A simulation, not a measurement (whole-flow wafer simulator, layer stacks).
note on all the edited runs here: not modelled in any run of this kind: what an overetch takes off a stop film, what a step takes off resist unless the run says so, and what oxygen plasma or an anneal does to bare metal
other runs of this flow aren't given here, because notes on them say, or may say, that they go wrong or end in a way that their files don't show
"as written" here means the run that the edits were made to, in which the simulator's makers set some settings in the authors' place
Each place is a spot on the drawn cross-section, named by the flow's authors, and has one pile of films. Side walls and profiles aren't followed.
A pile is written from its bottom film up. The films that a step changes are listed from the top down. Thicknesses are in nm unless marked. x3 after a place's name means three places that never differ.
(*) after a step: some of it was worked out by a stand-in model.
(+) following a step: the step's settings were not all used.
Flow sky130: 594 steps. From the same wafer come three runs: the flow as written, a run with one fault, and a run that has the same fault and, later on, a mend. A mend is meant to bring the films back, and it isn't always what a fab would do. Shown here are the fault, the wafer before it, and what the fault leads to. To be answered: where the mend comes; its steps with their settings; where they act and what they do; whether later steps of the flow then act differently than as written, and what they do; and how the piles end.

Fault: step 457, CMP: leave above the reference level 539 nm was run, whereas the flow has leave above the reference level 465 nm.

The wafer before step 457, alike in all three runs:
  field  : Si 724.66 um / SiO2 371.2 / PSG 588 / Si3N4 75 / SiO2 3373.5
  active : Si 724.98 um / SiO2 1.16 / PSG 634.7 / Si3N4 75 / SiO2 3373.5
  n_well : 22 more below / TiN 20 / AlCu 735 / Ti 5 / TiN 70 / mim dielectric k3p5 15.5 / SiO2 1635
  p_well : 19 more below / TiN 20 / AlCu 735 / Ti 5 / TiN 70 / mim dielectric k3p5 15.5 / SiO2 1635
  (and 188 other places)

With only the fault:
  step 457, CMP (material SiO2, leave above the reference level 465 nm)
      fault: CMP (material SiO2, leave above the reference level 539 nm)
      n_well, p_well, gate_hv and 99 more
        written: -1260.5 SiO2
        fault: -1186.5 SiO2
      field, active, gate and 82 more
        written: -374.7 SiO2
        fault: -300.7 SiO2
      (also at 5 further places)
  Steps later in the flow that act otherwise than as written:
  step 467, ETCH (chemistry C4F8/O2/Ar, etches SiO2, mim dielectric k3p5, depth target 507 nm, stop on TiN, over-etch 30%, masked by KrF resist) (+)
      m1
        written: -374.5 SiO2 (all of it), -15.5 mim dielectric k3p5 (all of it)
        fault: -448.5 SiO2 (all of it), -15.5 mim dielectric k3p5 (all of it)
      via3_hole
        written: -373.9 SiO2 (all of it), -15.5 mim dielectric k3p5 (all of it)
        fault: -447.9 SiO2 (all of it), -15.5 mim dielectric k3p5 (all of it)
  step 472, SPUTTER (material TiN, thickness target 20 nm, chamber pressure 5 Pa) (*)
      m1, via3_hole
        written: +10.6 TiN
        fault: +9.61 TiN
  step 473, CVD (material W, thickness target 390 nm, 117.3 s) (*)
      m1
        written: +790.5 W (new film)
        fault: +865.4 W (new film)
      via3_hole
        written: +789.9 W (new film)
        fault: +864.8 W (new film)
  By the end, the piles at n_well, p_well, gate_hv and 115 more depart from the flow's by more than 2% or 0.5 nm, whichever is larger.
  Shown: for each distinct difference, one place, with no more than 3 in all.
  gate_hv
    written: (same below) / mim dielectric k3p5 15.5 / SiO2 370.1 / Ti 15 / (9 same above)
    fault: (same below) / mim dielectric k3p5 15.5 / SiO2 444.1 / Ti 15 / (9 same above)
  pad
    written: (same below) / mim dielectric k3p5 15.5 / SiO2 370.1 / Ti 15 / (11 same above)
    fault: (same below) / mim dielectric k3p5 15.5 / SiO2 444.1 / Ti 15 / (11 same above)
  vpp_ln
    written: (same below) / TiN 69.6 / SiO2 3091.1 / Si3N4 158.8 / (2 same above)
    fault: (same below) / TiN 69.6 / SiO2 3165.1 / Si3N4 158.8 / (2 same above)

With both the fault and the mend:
  The mend stands after step 457.
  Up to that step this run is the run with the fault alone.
  step 457a, CMP (material SiO2, leave above the reference level 465 nm) (the flow's step 457 again)
      field, active, n_well and 189 more
        -74 SiO2
  Every later step of the flow that is run acts as written at every place that is followed.
  The piles end the same as the flow's at every place that both follow.
